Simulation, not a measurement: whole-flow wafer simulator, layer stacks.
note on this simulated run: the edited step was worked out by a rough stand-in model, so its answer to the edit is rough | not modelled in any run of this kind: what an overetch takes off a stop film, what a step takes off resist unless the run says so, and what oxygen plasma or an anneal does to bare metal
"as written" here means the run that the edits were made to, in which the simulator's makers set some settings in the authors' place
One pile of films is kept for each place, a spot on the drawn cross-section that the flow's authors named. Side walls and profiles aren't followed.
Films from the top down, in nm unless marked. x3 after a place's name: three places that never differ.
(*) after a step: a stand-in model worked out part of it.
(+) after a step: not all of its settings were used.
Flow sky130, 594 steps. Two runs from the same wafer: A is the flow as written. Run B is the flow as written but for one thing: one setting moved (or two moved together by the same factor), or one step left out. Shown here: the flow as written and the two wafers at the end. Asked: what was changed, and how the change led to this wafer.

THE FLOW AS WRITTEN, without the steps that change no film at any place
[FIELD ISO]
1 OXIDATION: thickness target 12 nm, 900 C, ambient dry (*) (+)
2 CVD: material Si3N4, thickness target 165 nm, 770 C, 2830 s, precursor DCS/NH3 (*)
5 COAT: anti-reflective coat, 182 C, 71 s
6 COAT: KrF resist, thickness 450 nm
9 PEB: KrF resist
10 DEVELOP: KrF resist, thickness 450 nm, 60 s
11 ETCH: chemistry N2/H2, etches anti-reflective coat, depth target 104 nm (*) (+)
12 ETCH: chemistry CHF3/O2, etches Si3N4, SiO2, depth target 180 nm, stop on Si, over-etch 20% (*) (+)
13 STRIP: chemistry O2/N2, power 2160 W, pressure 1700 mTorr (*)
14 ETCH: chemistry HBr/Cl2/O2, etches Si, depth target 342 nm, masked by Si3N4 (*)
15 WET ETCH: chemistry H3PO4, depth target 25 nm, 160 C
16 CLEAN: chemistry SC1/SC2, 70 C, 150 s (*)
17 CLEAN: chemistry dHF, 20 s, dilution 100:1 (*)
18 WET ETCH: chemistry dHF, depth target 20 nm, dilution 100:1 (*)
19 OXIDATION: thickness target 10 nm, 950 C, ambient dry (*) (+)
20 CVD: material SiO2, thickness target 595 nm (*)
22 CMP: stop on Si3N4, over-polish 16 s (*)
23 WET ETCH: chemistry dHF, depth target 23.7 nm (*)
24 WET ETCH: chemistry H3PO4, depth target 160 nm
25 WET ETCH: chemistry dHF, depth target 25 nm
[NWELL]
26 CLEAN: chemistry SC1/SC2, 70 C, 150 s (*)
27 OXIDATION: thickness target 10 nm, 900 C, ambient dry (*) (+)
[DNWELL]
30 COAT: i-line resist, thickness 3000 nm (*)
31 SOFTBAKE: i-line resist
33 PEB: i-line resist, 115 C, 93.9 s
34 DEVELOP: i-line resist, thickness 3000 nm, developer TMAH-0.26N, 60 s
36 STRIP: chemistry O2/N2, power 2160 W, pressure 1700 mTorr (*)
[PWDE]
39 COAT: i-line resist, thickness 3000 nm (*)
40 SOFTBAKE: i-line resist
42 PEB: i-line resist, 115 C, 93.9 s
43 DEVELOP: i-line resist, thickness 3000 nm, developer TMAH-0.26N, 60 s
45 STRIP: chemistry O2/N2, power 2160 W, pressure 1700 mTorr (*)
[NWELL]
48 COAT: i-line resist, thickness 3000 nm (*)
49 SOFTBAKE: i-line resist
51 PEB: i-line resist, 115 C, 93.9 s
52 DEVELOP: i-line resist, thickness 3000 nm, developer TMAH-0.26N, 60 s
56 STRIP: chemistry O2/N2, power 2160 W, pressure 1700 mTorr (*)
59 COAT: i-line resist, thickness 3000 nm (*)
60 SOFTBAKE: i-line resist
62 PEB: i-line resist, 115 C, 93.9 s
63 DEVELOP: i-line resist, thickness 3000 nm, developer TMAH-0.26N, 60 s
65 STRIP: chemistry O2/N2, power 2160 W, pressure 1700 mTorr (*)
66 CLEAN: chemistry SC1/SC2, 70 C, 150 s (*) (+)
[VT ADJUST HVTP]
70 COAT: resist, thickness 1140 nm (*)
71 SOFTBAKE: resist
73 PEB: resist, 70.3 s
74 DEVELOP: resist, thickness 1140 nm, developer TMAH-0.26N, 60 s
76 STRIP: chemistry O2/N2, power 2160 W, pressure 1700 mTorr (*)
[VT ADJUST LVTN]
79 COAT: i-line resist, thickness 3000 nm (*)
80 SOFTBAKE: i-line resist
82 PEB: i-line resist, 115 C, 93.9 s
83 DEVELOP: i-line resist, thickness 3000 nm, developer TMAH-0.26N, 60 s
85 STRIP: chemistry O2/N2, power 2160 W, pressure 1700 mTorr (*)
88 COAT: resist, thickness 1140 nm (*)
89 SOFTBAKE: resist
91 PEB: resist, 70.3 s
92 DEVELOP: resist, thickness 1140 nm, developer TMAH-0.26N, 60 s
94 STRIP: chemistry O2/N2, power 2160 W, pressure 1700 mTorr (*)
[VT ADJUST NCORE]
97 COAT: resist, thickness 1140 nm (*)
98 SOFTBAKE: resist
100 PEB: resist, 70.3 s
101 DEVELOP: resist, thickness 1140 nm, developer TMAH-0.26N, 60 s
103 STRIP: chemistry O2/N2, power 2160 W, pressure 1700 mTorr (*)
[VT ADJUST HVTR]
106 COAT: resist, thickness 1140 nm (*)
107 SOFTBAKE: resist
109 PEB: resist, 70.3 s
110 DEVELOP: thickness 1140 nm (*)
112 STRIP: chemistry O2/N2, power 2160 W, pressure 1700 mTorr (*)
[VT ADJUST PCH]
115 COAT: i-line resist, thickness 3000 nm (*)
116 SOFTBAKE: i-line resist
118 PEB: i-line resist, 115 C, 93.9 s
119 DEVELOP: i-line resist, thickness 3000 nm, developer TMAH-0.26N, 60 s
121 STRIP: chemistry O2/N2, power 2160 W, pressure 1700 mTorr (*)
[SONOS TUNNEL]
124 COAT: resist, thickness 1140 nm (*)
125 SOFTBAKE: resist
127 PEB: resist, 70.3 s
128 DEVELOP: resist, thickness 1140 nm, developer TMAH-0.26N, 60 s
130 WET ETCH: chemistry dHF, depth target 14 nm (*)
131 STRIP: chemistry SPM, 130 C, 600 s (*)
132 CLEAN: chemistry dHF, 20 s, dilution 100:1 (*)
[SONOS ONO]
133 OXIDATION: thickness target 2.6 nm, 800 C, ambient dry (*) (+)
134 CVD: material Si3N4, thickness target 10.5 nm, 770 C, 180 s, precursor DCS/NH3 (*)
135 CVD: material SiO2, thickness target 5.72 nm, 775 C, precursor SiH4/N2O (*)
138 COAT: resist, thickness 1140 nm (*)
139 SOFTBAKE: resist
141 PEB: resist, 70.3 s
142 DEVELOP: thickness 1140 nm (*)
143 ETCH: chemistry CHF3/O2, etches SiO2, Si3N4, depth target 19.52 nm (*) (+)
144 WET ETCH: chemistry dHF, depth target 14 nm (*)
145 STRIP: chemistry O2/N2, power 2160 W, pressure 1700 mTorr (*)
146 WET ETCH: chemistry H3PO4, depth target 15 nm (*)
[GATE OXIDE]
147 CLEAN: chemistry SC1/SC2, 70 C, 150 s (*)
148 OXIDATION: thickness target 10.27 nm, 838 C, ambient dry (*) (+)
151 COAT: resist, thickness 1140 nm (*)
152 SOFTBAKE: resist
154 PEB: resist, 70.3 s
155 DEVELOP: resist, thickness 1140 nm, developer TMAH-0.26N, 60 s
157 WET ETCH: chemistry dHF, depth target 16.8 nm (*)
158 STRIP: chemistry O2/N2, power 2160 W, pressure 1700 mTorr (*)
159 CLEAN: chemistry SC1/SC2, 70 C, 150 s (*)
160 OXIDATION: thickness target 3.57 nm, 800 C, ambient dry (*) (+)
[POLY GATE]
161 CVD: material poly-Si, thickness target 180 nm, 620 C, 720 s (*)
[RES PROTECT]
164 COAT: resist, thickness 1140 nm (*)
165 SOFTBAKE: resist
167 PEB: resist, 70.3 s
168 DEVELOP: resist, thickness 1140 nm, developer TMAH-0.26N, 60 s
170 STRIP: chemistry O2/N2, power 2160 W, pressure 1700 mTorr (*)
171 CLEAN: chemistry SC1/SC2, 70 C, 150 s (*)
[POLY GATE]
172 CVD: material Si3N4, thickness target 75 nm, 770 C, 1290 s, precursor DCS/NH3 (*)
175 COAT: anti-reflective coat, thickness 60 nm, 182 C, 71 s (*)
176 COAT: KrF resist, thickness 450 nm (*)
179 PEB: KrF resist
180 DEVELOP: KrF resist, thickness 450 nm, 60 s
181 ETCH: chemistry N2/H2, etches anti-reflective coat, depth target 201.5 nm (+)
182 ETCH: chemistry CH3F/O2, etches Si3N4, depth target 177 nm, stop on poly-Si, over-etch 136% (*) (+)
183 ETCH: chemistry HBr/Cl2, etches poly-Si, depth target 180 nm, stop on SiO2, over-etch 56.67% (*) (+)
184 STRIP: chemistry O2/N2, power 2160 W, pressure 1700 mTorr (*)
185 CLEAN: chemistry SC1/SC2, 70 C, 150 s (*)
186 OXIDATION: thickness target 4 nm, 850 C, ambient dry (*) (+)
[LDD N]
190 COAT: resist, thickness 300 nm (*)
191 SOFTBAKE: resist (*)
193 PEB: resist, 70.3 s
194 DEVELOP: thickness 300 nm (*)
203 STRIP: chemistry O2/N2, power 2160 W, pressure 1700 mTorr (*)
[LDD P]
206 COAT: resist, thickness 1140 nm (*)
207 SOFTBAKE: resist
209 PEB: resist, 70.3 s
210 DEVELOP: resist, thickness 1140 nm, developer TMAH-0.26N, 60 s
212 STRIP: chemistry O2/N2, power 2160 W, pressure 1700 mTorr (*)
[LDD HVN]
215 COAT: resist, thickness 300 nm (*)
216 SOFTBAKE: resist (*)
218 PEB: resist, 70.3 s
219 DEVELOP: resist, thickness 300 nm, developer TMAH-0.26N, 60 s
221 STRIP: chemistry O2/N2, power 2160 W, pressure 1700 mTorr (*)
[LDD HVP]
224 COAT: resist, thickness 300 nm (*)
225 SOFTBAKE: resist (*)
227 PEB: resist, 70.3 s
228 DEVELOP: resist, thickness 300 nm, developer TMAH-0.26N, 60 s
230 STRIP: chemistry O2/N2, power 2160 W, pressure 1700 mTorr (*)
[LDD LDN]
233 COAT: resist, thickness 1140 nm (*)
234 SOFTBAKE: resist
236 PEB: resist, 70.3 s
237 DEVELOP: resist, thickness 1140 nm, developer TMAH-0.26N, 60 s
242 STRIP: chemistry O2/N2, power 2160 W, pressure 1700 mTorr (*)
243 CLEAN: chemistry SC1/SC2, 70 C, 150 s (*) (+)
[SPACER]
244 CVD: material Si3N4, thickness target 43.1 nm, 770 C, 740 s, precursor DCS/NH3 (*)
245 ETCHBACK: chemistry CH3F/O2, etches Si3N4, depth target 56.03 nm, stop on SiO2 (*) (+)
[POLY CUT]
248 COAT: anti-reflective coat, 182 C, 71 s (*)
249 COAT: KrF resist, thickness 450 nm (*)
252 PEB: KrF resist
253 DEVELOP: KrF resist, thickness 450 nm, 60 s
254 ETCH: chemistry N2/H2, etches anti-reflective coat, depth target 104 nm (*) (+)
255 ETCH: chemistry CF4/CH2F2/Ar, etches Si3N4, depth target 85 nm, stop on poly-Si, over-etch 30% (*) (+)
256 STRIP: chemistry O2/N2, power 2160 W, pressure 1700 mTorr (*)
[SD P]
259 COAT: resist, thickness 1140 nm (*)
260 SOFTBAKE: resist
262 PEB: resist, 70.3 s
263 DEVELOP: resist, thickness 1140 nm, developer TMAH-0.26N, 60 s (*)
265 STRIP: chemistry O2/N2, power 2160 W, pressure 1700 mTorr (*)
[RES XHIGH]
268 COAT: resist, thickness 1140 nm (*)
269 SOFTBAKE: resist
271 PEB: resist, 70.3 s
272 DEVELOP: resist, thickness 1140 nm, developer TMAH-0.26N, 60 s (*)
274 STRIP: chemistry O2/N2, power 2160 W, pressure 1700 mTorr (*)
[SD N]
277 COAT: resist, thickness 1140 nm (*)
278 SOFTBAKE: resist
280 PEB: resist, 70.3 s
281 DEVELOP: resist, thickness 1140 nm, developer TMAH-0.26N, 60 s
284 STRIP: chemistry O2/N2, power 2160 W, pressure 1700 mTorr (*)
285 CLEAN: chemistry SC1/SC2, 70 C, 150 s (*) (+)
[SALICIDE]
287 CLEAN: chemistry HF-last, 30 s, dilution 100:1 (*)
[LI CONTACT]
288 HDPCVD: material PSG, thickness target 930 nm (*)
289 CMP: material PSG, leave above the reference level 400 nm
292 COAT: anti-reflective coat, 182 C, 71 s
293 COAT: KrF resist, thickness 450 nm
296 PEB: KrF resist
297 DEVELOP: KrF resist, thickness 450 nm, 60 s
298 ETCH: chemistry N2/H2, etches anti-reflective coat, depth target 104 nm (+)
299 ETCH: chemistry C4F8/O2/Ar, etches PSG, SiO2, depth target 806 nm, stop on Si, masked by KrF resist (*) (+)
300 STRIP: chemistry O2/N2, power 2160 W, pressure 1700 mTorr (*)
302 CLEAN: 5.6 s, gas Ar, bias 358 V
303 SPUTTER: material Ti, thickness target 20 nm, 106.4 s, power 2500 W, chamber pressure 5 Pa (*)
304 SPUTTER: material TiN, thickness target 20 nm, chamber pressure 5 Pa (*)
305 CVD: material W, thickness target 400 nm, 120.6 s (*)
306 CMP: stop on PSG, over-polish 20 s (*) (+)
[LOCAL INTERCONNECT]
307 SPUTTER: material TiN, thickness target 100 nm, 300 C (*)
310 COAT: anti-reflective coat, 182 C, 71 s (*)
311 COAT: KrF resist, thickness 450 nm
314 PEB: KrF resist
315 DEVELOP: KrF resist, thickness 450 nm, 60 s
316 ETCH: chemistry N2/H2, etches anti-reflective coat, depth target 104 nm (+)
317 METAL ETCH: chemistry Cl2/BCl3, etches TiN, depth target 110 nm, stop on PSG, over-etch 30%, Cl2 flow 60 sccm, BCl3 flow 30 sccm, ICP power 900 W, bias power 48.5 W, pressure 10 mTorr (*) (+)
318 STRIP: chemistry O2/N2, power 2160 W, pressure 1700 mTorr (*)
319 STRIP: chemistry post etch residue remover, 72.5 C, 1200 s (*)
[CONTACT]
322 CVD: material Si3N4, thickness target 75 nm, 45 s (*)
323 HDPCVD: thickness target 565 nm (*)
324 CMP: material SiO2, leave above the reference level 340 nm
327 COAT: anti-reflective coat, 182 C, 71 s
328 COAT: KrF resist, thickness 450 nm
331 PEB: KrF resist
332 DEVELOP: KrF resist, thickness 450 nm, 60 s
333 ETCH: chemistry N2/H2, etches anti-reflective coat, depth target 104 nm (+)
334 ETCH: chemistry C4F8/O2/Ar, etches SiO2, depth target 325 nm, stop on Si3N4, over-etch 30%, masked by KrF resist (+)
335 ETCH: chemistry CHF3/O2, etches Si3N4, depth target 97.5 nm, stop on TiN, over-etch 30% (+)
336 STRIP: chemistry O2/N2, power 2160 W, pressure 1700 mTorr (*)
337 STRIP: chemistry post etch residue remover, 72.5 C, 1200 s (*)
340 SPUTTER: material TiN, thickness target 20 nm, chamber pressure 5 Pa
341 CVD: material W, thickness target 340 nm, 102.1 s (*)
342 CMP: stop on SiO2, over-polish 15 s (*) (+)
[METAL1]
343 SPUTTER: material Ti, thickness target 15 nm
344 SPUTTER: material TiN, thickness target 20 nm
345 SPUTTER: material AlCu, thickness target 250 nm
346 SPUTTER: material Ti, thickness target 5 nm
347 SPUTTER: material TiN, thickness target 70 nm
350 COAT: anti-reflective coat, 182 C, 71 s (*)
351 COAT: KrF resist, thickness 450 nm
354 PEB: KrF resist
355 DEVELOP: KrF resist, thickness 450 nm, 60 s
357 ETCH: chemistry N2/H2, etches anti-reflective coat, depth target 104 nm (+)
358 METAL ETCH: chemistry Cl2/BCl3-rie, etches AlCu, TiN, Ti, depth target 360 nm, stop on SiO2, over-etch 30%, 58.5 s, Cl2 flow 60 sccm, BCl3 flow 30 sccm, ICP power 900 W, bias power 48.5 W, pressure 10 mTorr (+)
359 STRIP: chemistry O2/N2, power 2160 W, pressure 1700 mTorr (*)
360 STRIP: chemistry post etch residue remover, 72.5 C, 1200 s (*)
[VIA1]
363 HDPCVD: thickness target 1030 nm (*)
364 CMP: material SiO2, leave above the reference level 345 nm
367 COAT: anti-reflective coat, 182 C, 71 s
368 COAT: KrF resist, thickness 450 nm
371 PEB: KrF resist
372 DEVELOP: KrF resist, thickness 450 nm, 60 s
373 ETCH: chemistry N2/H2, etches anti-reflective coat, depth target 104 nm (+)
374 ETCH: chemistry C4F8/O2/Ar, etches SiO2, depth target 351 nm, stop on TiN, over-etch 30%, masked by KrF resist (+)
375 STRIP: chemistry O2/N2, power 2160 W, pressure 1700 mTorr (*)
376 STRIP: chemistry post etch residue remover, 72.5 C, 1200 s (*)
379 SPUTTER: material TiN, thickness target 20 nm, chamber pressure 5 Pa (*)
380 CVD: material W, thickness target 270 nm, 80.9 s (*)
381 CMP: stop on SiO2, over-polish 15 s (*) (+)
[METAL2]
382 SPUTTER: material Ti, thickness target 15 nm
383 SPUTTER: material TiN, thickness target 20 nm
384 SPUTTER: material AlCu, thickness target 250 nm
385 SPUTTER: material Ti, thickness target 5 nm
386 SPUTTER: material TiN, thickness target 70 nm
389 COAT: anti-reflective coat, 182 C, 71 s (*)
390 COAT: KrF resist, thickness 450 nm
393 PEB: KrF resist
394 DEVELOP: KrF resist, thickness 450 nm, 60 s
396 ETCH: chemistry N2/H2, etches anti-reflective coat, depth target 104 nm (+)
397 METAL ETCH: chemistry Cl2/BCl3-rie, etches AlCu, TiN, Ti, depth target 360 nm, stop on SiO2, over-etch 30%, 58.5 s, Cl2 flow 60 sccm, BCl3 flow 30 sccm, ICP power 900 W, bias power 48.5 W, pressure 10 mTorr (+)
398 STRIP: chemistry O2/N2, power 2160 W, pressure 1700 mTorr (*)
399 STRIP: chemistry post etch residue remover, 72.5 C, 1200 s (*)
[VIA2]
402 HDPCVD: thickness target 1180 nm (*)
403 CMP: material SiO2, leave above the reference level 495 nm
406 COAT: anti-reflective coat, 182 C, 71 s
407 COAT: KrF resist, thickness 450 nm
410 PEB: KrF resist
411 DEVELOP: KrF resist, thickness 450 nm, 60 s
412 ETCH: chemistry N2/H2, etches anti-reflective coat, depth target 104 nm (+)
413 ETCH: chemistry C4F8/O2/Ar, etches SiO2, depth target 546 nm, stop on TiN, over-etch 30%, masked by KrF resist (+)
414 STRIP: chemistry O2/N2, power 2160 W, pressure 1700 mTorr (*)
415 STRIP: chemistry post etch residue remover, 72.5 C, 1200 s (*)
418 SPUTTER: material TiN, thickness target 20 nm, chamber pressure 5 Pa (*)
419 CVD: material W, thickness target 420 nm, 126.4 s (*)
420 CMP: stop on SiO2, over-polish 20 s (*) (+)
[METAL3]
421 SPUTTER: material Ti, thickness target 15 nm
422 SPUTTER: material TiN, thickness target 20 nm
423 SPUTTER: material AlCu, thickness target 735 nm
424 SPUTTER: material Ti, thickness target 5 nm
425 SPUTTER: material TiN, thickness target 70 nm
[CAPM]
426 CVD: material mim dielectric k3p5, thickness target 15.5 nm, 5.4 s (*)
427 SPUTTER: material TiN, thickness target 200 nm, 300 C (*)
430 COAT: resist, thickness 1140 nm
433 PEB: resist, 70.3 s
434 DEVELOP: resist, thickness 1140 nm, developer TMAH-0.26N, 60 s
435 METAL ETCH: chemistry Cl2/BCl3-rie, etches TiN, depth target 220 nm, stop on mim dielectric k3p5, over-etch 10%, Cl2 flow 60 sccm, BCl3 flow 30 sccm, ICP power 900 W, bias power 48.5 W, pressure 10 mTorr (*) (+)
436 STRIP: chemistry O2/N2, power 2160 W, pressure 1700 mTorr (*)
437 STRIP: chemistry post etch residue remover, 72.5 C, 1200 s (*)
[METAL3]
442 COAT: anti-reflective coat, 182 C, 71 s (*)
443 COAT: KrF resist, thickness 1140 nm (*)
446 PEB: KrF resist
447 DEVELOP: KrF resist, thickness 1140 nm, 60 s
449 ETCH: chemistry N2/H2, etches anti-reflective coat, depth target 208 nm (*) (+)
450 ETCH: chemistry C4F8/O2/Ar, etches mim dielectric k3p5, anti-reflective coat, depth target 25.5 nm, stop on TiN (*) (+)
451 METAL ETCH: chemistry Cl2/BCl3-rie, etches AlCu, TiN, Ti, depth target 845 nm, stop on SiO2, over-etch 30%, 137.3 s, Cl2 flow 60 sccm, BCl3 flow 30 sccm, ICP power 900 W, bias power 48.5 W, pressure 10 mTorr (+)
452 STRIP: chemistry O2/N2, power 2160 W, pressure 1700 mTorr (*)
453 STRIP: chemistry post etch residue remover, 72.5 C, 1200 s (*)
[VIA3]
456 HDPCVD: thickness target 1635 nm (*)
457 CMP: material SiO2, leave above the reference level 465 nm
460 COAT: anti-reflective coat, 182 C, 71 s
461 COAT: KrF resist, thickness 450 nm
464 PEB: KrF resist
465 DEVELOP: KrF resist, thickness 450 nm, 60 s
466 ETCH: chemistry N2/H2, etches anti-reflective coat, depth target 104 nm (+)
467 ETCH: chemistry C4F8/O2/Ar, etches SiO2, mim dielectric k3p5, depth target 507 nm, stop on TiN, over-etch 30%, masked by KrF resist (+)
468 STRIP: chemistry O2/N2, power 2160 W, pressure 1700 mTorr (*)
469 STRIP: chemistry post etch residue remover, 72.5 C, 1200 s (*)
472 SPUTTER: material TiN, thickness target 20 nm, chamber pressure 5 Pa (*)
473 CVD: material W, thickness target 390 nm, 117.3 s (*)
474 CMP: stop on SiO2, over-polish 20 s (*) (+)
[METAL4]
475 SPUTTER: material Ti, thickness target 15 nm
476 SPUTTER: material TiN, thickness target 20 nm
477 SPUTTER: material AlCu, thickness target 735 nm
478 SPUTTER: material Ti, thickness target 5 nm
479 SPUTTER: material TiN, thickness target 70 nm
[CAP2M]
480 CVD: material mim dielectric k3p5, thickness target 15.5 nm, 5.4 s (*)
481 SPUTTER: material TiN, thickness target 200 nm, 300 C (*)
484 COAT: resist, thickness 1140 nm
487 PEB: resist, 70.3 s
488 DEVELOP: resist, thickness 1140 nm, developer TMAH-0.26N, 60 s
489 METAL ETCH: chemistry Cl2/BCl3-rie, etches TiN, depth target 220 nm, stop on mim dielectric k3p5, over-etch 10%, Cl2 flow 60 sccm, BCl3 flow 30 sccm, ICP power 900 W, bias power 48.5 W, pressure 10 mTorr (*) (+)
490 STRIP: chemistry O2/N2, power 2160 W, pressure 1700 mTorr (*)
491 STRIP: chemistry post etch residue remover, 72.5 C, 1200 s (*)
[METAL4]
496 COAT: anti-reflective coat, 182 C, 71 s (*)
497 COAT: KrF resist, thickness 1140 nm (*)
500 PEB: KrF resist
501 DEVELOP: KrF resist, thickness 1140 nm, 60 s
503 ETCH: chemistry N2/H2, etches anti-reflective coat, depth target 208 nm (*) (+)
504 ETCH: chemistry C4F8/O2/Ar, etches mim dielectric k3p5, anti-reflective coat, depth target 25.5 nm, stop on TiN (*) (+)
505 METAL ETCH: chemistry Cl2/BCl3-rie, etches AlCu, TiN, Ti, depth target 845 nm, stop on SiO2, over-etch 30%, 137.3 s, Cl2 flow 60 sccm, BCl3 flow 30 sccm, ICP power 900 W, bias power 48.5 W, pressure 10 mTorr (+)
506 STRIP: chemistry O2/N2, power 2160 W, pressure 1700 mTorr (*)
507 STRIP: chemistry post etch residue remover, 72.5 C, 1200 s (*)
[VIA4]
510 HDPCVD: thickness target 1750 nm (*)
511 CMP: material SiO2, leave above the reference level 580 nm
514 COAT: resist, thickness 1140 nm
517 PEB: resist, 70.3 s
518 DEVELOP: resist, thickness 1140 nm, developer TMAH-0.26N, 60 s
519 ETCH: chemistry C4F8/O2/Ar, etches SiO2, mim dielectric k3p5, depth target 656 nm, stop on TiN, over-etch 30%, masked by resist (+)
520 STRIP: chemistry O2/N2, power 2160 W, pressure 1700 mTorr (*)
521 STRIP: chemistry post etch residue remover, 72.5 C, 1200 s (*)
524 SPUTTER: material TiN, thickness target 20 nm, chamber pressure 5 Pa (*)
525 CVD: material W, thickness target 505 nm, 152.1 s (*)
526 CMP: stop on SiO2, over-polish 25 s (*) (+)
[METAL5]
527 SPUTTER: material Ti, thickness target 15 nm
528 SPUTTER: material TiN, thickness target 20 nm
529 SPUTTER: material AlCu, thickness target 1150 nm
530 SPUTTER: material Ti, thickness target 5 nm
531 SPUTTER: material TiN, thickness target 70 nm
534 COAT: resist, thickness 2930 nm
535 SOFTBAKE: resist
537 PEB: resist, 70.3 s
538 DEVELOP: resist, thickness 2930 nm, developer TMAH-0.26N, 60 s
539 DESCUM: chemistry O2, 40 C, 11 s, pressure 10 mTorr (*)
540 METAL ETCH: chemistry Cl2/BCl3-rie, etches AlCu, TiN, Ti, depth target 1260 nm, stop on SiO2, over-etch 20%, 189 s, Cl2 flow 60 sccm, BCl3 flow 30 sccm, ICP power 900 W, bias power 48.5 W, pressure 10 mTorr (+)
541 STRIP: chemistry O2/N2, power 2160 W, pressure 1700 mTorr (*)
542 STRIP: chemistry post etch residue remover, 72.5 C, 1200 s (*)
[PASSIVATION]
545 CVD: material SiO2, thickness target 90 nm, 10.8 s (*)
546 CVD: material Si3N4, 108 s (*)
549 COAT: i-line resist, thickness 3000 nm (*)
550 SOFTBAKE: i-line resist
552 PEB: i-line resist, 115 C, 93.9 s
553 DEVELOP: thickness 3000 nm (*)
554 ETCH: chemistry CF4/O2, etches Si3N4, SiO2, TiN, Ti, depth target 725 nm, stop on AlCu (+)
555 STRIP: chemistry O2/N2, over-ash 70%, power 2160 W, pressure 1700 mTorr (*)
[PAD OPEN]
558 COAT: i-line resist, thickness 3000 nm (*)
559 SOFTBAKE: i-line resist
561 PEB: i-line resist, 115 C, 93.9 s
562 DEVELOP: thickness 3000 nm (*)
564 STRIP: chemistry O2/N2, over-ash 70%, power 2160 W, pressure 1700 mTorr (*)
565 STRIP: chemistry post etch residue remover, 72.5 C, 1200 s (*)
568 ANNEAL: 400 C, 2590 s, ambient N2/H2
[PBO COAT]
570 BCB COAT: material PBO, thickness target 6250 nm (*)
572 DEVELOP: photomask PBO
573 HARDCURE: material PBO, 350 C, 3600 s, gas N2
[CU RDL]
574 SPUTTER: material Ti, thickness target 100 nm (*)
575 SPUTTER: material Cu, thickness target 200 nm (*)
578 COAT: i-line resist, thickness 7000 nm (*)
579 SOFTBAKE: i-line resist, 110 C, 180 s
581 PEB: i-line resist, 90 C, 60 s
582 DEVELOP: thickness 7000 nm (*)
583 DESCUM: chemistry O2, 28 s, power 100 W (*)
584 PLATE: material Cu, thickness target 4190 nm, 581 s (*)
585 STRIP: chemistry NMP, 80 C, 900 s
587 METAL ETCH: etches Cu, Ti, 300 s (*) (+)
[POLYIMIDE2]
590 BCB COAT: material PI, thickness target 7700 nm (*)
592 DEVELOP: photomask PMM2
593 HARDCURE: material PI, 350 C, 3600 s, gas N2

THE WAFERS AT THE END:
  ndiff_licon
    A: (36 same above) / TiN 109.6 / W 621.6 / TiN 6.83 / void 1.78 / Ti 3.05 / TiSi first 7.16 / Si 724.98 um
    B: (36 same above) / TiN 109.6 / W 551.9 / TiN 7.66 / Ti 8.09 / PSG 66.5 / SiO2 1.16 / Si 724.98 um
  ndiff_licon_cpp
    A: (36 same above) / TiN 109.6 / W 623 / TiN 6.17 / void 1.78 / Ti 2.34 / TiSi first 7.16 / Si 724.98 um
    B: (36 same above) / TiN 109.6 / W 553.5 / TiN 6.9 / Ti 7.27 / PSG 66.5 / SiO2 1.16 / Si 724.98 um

The cause: step 299, ETCH: depth target 572 nm was run, where the flow has depth target 806 nm.

How the change led to this, step by step:
  299 ETCH: chemistry C4F8/O2/Ar, etches PSG, SiO2, depth target 806 nm, stop on Si, masked by KrF resist (*) (+)
      contact, ndiff_licon, ndiff_licon_cpp: A PSG -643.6 (all of it), SiO2 -1.16 (all of it) | B PSG -572
      field, active, n_well and 184 more: A KrF resist -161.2 | B KrF resist -114.4
  300 STRIP: chemistry O2/N2, power 2160 W, pressure 1700 mTorr (*)
      contact, ndiff_licon, ndiff_licon_cpp: A chemical SiO2 +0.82 (new film), Si -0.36 | B nothing
      field, active, n_well and 184 more: A KrF resist -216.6 (all of it), anti-reflective coat -80 (all of it) | B KrF resist -263.4 (all of it), anti-reflective coat -80 (all of it)
  302 CLEAN: 5.6 s, gas Ar, bias 358 V
      contact, ndiff_licon, ndiff_licon_cpp: A chemical SiO2 -0.82 (all of it) | B PSG -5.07
  303 SPUTTER: material Ti, thickness target 20 nm, 106.4 s, power 2500 W, chamber pressure 5 Pa (*)
      ndiff_licon: A Ti +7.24 (new film) | B Ti +8.09 (new film)
      ndiff_licon_cpp: A Ti +6.53 (new film) | B Ti +7.27 (new film)
  304 SPUTTER: material TiN, thickness target 20 nm, chamber pressure 5 Pa (*)
      ndiff_licon: A TiN +6.83 (new film) | B TiN +7.66 (new film)
      ndiff_licon_cpp: A TiN +6.17 (new film) | B TiN +6.9 (new film)
  305 CVD: material W, thickness target 400 nm, 120.6 s (*)
      ndiff_licon: A W +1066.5 (new film) | B W +996.9 (new film)
      ndiff_licon_cpp: A W +1067.9 (new film) | B W +998.5 (new film)
  568 ANNEAL: 400 C, 2590 s, ambient N2/H2
      ndiff_licon, ndiff_licon_cpp: A under 37 films: void +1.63 (new film), Ti -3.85, TiSi first +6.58 (new film), Si -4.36 | B nothing
Counting metal films that touch as one body, ndiff_licon has 5 bodies (between them, from the top down: SiO2 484 / mim dielectric k3p5 15.5; SiO2 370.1 / mim dielectric k3p5 15.5; SiO2 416; SiO2 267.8); the flow as written gives 6 bodies (between them, from the top down: SiO2 484 / mim dielectric k3p5 15.5; SiO2 370.1 / mim dielectric k3p5 15.5; SiO2 416; SiO2 267.8; void 1.78).
Counting metal films that touch as one body, ndiff_licon_cpp has 5 bodies (between them, from the top down: SiO2 484 / mim dielectric k3p5 15.5; SiO2 370.1 / mim dielectric k3p5 15.5; SiO2 416; SiO2 267.8); the flow as written gives 6 bodies (between them, from the top down: SiO2 484 / mim dielectric k3p5 15.5; SiO2 370.1 / mim dielectric k3p5 15.5; SiO2 416; SiO2 267.8; void 1.78).
